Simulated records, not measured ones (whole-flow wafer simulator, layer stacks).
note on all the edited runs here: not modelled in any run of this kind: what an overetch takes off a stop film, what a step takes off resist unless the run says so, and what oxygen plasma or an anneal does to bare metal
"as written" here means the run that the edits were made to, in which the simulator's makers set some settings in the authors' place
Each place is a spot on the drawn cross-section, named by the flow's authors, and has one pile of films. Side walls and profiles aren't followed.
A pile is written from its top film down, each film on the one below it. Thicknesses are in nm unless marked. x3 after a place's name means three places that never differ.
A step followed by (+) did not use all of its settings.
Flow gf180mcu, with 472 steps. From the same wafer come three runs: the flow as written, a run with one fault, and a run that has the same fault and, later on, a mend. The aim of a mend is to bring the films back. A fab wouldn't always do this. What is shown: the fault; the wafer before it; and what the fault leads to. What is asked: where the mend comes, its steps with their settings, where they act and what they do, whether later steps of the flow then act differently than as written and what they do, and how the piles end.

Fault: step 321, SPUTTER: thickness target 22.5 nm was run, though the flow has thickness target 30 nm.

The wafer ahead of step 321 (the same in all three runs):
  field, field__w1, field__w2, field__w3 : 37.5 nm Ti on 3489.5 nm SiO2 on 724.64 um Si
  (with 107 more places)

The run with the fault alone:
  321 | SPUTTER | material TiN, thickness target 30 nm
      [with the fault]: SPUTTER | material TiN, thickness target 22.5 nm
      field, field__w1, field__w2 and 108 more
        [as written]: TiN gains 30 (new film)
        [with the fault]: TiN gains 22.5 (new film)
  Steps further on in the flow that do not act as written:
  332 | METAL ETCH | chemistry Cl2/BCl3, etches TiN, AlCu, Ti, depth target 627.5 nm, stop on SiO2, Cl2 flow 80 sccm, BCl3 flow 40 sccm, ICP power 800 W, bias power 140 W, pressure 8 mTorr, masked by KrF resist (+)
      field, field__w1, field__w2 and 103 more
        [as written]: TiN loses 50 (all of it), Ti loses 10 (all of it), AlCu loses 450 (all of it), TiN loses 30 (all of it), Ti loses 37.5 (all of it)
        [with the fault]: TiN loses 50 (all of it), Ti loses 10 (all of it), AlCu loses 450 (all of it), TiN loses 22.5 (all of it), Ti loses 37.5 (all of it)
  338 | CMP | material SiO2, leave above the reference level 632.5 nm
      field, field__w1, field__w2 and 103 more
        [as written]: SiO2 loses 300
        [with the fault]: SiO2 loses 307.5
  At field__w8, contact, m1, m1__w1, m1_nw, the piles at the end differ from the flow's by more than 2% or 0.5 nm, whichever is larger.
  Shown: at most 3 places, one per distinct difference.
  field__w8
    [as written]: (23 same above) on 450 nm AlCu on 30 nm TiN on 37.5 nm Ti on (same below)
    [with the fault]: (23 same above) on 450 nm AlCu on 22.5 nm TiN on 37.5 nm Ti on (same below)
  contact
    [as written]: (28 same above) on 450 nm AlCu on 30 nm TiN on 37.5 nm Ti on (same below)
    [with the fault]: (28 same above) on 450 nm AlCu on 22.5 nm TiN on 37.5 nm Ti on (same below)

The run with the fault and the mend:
  The mend stands after step 321.
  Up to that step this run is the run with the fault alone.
  321a | SPUTTER | material TiN, thickness target 7.5 nm (the flow's step 321 again, with other settings)
      field, field__w1, field__w2 and 108 more
        TiN gains 7.5
  Every later step of the flow that is run acts as written at every place that is followed.
  By the end, the piles equal the flow's at every place that both follow.
